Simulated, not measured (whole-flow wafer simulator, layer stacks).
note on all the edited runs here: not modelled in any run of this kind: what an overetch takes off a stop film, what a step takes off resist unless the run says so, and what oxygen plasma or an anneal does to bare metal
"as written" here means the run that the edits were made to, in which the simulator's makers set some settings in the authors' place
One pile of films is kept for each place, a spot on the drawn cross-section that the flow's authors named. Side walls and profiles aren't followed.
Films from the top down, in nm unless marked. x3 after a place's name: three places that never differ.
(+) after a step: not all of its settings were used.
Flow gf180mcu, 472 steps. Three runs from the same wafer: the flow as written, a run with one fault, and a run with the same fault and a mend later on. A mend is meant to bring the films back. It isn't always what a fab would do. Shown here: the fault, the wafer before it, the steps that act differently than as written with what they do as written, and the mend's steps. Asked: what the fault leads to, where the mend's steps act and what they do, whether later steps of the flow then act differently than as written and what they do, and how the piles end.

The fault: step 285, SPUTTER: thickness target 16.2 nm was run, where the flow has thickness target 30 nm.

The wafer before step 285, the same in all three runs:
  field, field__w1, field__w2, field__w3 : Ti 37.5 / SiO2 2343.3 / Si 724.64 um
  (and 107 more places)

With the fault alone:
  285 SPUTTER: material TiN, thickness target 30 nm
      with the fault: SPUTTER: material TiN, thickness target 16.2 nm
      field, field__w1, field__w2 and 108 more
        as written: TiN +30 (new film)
        with the fault: TiN +16.2 (new film)
  Later steps of the flow that act differently than as written:
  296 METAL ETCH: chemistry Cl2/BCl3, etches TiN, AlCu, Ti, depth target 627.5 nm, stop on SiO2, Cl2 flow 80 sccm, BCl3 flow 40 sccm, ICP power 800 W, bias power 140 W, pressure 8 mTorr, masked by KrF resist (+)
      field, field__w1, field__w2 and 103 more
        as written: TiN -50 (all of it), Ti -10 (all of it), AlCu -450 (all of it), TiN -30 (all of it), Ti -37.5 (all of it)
        with the fault: TiN -50 (all of it), Ti -10 (all of it), AlCu -450 (all of it), TiN -16.2 (all of it), Ti -37.5 (all of it)
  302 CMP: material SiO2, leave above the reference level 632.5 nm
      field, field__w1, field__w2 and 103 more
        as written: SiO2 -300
        with the fault: SiO2 -313.8
  At the end the piles differ from the flow's by more than 2% or 0.5 nm, whichever is larger, at field__w8, contact, m1, m1__w1, m1_nw.
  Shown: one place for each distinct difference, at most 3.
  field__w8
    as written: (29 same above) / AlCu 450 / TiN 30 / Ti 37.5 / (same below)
    with the fault: (29 same above) / AlCu 450 / TiN 16.2 / Ti 37.5 / (same below)
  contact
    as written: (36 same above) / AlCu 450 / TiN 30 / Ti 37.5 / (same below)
    with the fault: (36 same above) / AlCu 450 / TiN 16.2 / Ti 37.5 / (same below)

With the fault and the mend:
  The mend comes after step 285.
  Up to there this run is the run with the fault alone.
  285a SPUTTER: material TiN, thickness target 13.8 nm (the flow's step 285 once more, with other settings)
      field, field__w1, field__w2 and 108 more
        TiN +13.8
  No later step of the flow acts differently than as written at any place that is followed.
  At the end the piles are the same as the flow's at every place that both follow.
